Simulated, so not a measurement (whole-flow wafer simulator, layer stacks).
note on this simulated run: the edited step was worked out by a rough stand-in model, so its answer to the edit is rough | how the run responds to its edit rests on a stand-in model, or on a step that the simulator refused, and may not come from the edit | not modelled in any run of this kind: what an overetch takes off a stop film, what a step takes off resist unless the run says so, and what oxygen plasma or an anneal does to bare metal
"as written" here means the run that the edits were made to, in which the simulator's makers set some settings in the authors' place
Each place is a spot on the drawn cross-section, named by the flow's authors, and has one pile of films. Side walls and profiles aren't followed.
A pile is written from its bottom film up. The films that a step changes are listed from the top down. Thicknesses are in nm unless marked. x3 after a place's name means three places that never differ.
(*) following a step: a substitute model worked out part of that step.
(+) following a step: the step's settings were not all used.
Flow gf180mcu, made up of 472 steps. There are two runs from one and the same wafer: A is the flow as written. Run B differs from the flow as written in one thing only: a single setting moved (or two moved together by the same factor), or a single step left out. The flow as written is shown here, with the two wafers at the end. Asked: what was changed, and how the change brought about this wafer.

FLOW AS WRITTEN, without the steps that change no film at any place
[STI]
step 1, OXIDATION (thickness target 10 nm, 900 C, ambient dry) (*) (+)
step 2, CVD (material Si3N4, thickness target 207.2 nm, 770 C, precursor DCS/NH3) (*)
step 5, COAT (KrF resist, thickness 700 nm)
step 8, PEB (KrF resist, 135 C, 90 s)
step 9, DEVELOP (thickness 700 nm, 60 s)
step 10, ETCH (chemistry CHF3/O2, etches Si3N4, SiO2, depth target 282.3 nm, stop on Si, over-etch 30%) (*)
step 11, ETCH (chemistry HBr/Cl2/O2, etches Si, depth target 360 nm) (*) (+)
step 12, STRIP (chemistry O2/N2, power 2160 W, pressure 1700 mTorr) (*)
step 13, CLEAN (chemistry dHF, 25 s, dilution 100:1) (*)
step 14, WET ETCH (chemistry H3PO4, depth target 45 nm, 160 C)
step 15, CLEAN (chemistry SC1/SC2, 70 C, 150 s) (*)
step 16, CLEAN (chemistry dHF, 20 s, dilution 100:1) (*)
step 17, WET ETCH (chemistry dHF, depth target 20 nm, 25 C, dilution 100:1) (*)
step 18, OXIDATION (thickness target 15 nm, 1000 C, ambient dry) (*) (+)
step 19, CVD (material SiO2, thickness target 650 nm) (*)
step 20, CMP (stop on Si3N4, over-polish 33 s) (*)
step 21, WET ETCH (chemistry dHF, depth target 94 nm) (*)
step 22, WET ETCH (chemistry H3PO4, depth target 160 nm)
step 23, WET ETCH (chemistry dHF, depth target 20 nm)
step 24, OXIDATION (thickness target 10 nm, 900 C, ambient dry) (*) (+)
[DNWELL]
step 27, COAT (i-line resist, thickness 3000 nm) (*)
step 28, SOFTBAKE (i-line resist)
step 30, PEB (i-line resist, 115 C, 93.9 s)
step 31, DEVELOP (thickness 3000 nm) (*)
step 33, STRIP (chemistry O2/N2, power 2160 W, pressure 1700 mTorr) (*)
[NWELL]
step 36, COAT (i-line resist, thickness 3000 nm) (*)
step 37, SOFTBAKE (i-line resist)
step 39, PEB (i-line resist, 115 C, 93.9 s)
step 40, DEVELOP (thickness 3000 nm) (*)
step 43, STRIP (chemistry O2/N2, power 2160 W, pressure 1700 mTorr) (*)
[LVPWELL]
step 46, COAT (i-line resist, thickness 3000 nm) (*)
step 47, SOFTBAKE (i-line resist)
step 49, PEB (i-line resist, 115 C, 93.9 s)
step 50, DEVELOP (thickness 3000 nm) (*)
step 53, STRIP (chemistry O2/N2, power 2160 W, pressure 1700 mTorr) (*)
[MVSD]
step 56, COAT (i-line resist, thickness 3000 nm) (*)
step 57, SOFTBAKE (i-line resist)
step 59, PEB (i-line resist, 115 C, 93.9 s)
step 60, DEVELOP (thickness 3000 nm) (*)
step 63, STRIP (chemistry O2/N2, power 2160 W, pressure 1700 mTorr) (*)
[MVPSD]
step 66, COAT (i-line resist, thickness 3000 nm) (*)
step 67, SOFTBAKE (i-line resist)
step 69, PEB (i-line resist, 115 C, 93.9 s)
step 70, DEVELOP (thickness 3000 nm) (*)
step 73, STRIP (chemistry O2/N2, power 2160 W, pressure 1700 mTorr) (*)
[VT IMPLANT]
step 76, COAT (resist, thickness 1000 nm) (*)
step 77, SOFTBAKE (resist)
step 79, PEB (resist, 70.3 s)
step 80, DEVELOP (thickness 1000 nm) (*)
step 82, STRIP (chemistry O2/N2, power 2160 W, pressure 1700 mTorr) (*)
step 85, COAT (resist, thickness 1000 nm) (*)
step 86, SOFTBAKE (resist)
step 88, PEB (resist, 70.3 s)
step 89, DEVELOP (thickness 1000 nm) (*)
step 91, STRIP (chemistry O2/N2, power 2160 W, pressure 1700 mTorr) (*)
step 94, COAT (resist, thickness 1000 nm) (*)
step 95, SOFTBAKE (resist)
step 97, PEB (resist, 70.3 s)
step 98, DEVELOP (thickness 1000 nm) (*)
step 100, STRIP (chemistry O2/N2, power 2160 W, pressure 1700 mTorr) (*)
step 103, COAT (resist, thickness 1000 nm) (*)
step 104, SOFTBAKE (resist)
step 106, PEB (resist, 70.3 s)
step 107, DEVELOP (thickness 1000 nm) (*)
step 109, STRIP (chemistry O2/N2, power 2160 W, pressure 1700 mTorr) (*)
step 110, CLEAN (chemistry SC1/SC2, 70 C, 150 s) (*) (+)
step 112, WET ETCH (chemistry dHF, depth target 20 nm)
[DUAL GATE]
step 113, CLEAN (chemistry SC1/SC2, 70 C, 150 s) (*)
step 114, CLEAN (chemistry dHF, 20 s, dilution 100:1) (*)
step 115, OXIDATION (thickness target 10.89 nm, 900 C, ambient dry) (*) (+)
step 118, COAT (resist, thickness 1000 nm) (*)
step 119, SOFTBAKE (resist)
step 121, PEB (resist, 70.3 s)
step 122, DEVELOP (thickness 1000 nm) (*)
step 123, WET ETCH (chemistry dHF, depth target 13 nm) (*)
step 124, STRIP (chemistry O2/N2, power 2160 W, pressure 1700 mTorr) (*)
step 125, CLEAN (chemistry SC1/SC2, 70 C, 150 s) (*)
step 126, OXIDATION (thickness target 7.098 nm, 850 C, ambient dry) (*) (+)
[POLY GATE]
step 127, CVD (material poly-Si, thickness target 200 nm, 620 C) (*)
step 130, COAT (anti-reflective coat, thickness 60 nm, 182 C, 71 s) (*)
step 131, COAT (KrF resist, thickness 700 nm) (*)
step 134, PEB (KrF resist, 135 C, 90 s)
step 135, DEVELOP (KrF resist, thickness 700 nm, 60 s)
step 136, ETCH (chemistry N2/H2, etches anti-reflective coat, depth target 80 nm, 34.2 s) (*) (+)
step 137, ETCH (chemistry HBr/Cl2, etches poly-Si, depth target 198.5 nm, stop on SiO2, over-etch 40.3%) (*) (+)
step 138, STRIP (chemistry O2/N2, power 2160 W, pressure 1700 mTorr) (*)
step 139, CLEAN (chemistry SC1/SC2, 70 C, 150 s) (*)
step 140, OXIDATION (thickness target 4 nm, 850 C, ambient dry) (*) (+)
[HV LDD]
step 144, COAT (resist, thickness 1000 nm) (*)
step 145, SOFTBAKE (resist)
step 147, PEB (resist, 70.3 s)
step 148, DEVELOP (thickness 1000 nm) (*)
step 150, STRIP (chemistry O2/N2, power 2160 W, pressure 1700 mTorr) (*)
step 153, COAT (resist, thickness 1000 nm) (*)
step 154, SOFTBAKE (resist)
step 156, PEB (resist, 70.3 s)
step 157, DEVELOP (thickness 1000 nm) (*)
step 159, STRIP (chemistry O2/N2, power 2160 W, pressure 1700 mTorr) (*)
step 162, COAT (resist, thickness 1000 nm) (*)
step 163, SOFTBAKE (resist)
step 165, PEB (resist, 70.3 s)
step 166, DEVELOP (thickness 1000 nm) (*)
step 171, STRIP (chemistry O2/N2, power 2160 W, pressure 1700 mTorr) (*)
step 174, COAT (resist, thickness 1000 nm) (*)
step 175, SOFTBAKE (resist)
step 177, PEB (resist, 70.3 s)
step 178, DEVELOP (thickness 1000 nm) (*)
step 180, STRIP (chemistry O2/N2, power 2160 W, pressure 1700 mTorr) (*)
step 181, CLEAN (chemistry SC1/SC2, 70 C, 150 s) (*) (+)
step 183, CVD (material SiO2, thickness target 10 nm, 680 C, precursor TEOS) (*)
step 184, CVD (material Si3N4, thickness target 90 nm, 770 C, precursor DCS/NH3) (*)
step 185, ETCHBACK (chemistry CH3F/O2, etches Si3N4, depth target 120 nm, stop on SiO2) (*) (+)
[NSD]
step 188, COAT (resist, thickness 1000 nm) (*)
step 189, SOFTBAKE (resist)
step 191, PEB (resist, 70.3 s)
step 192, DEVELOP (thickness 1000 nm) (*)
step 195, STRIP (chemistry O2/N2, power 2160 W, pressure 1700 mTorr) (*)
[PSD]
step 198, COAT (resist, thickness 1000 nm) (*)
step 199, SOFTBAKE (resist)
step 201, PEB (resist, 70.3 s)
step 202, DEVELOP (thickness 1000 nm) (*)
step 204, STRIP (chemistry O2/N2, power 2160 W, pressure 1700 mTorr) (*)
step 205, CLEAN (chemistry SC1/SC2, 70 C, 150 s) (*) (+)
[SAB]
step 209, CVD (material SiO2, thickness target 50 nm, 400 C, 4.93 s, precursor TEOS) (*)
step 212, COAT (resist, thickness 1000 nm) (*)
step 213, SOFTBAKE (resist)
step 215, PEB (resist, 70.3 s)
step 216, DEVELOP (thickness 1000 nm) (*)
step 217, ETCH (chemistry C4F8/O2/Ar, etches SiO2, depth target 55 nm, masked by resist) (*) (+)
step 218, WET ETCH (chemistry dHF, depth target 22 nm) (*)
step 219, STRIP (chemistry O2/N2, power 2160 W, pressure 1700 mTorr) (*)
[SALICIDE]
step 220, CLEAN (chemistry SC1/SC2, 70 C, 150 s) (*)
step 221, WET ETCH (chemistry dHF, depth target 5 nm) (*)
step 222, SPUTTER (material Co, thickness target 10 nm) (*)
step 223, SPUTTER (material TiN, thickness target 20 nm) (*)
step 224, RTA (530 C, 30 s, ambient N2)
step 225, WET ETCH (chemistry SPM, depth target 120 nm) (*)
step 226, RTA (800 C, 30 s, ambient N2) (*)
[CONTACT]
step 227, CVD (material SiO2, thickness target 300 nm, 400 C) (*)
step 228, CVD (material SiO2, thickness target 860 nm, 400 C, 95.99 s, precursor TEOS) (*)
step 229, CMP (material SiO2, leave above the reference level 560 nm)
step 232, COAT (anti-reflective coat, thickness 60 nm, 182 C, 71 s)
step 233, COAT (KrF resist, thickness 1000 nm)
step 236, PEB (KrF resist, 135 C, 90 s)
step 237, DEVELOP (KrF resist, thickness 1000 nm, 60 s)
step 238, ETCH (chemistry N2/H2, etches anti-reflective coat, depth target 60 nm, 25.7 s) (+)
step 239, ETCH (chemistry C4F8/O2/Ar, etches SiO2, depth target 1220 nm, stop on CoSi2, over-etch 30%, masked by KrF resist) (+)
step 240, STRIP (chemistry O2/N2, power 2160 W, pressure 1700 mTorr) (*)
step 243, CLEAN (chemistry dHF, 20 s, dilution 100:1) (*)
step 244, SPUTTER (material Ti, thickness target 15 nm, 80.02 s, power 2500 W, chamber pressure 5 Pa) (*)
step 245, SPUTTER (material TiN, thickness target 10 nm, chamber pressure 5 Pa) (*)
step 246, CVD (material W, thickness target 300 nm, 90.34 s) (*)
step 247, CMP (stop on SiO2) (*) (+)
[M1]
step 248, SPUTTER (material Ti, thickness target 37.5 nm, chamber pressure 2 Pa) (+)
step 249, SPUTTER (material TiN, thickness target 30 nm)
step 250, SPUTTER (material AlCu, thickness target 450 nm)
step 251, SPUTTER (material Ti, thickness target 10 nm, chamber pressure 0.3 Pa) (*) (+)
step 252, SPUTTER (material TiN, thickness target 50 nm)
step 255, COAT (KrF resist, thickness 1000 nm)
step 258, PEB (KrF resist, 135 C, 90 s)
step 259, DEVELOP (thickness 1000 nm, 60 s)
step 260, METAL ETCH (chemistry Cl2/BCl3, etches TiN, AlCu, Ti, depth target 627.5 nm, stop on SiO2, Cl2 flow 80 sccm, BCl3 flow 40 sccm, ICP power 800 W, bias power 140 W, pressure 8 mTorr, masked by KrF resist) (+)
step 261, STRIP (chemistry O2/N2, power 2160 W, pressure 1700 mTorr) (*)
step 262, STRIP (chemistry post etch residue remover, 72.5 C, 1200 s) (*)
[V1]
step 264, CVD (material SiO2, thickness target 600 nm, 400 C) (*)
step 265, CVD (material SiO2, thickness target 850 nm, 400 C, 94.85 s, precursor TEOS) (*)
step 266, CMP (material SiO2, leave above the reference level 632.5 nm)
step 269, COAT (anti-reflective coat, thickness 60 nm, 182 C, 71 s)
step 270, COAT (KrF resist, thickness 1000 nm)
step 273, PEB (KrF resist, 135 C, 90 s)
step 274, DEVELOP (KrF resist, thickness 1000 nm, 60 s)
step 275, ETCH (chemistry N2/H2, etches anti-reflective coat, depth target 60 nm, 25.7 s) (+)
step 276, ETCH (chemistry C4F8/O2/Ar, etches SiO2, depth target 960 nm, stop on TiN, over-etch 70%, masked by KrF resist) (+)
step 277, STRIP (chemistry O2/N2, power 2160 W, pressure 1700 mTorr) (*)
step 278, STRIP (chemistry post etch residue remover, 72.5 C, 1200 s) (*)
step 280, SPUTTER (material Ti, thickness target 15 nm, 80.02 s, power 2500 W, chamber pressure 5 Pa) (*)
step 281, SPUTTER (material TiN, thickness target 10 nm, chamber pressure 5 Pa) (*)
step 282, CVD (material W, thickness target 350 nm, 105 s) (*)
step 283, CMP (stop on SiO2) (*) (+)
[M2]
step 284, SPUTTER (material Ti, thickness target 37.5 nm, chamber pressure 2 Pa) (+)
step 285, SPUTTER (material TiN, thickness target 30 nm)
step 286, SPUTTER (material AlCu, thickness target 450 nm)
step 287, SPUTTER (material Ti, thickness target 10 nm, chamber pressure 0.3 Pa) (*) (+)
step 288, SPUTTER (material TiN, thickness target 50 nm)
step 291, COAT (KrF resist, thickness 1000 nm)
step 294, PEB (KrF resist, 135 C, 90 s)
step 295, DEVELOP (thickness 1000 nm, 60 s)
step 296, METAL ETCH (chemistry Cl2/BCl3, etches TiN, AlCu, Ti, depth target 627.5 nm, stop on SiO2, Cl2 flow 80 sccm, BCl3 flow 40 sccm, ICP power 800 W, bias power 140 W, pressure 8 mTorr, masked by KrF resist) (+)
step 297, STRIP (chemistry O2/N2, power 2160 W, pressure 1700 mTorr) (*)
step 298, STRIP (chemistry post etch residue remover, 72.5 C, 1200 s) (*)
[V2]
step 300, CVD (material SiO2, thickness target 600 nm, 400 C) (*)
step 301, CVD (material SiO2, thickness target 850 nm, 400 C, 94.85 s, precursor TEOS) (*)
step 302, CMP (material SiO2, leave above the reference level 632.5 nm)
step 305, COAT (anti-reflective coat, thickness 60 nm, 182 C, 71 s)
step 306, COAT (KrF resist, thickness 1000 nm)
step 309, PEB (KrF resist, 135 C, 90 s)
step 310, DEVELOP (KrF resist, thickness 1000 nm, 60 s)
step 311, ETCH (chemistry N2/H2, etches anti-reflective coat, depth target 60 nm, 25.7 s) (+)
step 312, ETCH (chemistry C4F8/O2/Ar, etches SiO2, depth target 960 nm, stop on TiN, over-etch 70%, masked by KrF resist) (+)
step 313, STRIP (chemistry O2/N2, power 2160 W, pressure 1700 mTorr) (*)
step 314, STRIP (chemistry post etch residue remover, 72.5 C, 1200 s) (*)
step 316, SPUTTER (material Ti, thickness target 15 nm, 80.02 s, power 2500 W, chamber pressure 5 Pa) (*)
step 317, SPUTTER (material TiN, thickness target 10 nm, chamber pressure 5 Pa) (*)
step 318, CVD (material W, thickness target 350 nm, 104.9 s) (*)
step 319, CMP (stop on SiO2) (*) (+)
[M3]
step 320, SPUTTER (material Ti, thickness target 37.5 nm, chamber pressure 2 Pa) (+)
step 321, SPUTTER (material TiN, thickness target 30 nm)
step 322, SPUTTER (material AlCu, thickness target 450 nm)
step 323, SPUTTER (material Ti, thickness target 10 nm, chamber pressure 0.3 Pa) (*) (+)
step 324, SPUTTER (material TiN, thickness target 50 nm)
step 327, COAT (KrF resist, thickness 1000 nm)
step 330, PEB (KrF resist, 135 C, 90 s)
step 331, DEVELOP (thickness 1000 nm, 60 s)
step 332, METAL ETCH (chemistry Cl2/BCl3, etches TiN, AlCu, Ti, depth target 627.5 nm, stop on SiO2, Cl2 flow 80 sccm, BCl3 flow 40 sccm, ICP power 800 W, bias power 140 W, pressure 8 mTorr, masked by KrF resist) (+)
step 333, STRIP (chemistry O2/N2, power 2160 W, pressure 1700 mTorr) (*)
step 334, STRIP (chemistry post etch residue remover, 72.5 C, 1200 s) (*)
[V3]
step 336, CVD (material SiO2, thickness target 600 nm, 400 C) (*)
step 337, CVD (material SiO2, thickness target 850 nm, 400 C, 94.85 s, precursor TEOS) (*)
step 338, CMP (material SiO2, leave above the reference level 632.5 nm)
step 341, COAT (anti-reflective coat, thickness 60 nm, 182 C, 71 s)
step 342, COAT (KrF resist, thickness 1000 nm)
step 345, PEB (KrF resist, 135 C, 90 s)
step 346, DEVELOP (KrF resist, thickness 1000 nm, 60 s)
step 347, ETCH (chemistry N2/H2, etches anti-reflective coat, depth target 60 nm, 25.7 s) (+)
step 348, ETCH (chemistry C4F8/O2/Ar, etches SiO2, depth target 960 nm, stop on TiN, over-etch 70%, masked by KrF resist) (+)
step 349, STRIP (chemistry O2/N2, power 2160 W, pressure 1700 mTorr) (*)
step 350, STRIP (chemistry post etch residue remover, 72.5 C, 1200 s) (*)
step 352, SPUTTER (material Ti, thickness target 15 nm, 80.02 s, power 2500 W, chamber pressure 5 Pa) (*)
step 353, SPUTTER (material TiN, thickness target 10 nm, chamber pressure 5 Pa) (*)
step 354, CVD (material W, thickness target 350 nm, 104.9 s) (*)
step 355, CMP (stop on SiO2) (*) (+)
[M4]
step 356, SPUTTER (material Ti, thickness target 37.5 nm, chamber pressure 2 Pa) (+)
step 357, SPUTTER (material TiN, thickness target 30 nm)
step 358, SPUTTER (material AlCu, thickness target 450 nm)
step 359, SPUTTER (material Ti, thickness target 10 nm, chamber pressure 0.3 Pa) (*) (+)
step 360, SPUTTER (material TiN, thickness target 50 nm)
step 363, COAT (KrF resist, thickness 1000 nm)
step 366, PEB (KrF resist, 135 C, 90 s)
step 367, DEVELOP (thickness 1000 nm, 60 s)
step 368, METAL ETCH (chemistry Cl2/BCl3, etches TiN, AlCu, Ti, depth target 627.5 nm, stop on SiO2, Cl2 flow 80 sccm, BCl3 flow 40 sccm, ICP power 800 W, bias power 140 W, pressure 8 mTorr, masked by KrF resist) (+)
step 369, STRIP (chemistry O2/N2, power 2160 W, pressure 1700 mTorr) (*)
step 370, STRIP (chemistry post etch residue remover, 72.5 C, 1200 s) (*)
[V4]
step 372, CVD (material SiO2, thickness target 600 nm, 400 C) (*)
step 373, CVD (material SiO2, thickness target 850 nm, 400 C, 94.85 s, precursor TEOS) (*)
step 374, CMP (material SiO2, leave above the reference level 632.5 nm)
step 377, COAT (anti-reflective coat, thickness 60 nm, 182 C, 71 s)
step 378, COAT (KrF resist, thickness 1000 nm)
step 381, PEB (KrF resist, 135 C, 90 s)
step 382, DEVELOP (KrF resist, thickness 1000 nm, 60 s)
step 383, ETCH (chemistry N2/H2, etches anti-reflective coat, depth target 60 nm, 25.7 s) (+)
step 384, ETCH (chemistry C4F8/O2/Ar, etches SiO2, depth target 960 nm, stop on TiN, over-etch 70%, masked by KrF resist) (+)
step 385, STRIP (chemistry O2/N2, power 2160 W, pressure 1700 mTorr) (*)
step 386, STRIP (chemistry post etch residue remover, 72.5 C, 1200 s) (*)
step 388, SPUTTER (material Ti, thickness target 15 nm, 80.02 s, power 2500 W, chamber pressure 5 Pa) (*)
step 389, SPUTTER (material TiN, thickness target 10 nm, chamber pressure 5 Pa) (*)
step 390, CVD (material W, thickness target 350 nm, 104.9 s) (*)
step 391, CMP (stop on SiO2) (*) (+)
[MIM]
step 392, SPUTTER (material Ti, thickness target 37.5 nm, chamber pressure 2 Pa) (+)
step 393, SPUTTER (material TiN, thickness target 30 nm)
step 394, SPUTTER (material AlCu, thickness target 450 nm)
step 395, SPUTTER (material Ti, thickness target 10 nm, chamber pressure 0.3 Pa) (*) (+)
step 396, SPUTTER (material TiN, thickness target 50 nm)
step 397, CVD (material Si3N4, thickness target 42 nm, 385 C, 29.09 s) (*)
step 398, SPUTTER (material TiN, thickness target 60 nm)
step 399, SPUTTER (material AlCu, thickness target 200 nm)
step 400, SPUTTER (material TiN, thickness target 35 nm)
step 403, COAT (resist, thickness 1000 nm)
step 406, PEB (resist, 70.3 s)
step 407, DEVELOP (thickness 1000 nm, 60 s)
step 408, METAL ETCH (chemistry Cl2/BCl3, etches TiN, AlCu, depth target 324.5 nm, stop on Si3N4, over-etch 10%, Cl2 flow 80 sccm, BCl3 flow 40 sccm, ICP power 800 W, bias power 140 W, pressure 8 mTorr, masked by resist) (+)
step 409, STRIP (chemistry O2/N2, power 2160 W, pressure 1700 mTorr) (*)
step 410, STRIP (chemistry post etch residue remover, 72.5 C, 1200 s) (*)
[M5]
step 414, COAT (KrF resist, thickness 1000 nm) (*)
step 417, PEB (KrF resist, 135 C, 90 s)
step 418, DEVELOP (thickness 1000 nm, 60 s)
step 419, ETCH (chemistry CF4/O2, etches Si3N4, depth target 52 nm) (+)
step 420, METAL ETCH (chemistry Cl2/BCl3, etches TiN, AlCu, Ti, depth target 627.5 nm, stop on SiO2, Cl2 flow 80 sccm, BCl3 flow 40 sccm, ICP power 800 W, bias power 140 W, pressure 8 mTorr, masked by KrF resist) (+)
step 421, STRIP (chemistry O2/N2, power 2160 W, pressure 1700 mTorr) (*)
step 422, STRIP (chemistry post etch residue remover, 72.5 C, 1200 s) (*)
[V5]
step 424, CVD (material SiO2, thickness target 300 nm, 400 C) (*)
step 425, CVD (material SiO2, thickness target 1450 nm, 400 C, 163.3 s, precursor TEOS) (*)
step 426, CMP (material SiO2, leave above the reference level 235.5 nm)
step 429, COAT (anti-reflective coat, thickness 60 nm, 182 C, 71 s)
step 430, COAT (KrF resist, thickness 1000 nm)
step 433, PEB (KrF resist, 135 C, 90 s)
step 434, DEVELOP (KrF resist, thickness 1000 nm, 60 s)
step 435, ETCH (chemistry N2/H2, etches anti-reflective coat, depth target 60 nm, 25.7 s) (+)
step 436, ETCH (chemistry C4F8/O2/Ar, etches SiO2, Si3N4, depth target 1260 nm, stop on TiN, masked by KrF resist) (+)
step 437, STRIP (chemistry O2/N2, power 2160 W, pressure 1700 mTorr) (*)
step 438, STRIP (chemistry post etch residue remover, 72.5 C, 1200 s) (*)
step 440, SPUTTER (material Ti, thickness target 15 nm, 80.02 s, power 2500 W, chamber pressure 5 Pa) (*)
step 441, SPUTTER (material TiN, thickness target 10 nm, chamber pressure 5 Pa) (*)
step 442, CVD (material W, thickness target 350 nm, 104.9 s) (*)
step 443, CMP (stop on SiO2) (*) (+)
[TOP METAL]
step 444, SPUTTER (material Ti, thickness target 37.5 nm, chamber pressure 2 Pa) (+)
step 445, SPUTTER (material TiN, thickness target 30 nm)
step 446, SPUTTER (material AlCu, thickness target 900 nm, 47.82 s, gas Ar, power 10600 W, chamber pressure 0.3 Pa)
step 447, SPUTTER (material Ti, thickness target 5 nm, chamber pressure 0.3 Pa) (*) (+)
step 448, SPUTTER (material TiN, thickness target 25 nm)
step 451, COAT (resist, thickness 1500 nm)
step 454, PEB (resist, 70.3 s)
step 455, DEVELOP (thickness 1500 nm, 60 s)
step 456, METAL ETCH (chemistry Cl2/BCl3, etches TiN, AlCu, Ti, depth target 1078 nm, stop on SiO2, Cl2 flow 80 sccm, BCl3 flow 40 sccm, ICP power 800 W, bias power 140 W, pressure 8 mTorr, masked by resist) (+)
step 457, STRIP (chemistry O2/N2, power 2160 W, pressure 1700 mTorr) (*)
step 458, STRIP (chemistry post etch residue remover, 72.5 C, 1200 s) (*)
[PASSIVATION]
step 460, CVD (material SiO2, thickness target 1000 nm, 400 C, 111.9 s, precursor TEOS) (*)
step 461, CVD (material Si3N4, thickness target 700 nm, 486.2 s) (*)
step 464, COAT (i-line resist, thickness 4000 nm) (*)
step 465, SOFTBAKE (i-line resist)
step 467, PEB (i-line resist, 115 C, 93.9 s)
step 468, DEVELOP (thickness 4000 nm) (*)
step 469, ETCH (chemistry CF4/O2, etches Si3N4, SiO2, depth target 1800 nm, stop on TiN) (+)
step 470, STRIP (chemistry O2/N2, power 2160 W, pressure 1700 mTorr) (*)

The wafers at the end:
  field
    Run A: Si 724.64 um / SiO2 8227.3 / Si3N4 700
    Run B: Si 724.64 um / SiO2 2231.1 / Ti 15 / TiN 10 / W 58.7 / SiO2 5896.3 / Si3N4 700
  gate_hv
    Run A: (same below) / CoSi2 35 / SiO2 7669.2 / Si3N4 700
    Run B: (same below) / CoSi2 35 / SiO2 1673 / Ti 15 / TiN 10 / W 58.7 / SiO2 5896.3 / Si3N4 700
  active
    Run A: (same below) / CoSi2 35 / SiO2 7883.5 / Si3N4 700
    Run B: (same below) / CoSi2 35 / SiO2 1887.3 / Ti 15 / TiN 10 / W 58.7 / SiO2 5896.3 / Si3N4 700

The reason: step 265, CVD: thickness target 425 nm was run, whereas the flow has thickness target 850 nm; step 265, CVD: 47.43 s was run, where the flow has 94.85 s.

The path from the change to this, step by step:
  step 265, CVD (material SiO2, thickness target 850 nm, 400 C, 94.85 s, precursor TEOS) (*)
      field, field__w1, field__w2 and 108 more: A SiO2 gains 850 | B SiO2 gains 434.1
  step 266, CMP (material SiO2, leave above the reference level 632.5 nm)
      field, field__w1, field__w2 and 99 more: A SiO2 loses 300 | B nothing
      field__w8, contact, m1 and 6 more: A SiO2 loses 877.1 | B SiO2 loses 461.1
  step 269, COAT (anti-reflective coat, thickness 60 nm, 182 C, 71 s)
      nw_enc_fld_lv, nw_enc_fld_lv__w3: A anti-reflective coat gains 60 (new film) | B anti-reflective coat gains 50.9 (new film)
      field: A anti-reflective coat gains 60 (new film) | B anti-reflective coat gains 106.5 (new film)
      (as well as at 17 more places)
  step 270, COAT (KrF resist, thickness 1000 nm)
      field__w1: A KrF resist gains 1000 (new film) | B KrF resist gains 978 (new film)
      n_well: A KrF resist gains 1000 (new film) | B KrF resist gains 969.1 (new film)
      (as well as at 5 more places)
  step 273, PEB (KrF resist, 135 C, 90 s)
      contact: A KrF resist loses 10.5 | B KrF resist loses 9.69
      m1: A KrF resist loses 10.5 | B KrF resist loses 9.51
      (as well as at 1 more place)
  step 274, DEVELOP (KrF resist, thickness 1000 nm, 60 s)
      contact: A KrF resist loses 989.5 (all of it) | B KrF resist loses 935.9 (all of it)
  step 275, ETCH (chemistry N2/H2, etches anti-reflective coat, depth target 60 nm, 25.7 s) (+)
      contact: A anti-reflective coat loses 60 (all of it), SiO2 loses 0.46 | B anti-reflective coat loses 22.8 (all of it), SiO2 loses 1.42
  step 277, STRIP (chemistry O2/N2, power 2160 W, pressure 1700 mTorr) (*)
      field: A KrF resist loses 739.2 (all of it), anti-reflective coat loses 60 (all of it) | B KrF resist loses 721.2 (all of it), anti-reflective coat loses 106.5 (all of it)
      field__w1: A KrF resist loses 739.2 (all of it), anti-reflective coat loses 60 (all of it) | B KrF resist loses 717.5 (all of it), anti-reflective coat loses 86.1 (all of it)
      (as well as at 17 more places)
  step 280, SPUTTER (material Ti, thickness target 15 nm, 80.02 s, power 2500 W, chamber pressure 5 Pa) (*)
      contact: A Ti gains 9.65 (new film) | B Ti gains 10.3 (new film)
  step 282, CVD (material W, thickness target 350 nm, 105 s) (*)
      contact: A W gains 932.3 (new film) | B W gains 815.2 (new film)
  step 283, CMP (stop on SiO2) (*) (+)
      field, field__w1, field__w2 and 99 more: A W loses 350 (all of it), TiN loses 10 (all of it), Ti loses 15 (all of it), SiO2 loses 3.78 | B W loses 279.1
      field__w8, m1, m1__w1, polyc_n, polyc_n_rim, polyc_p, polyc_p_rim, m1_nw: A W loses 350 (all of it), TiN loses 10 (all of it), Ti loses 15 (all of it), SiO2 loses 3.78 | B W loses 350 (all of it), TiN loses 10 (all of it), Ti loses 15 (all of it), SiO2 loses 20
      (as well as at 1 more place)
  step 296, METAL ETCH (chemistry Cl2/BCl3, etches TiN, AlCu, Ti, depth target 627.5 nm, stop on SiO2, Cl2 flow 80 sccm, BCl3 flow 40 sccm, ICP power 800 W, bias power 140 W, pressure 8 mTorr, masked by KrF resist) (+)
      field, field__w1, field__w2 and 99 more: A TiN loses 50 (all of it), Ti loses 10 (all of it), AlCu loses 450 (all of it), TiN loses 30 (all of it), Ti loses 37.5 (all of it) | B TiN loses 50 (all of it), Ti loses 10 (all of it), AlCu loses 450 (all of it), TiN loses 30 (all of it), Ti loses 37.5 (all of it), W loses 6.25
  step 298, STRIP (chemistry post etch residue remover, 72.5 C, 1200 s) (*)
      field, field__w1, field__w2 and 99 more: A nothing | B W loses 6.01
  step 300, CVD (material SiO2, thickness target 600 nm, 400 C) (*)
      field, field__w1, field__w2 and 99 more: A SiO2 gains 600 | B SiO2 gains 600 (new film)
  step 302, CMP (material SiO2, leave above the reference level 632.5 nm)
      field, field__w1, field__w2 and 99 more: A SiO2 loses 300 | B SiO2 loses 287.7
Taking metal films that touch as one body, field has 1 body; the flow as written gives 0 bodies.
Taking metal films that touch as one body, gate_hv has 2 bodies (between them, from the top down: SiO2 1673); the flow as written gives 1 body.
Taking metal films that touch as one body, active has 2 bodies (between them, from the top down: SiO2 1887.3); the flow as written gives 1 body.
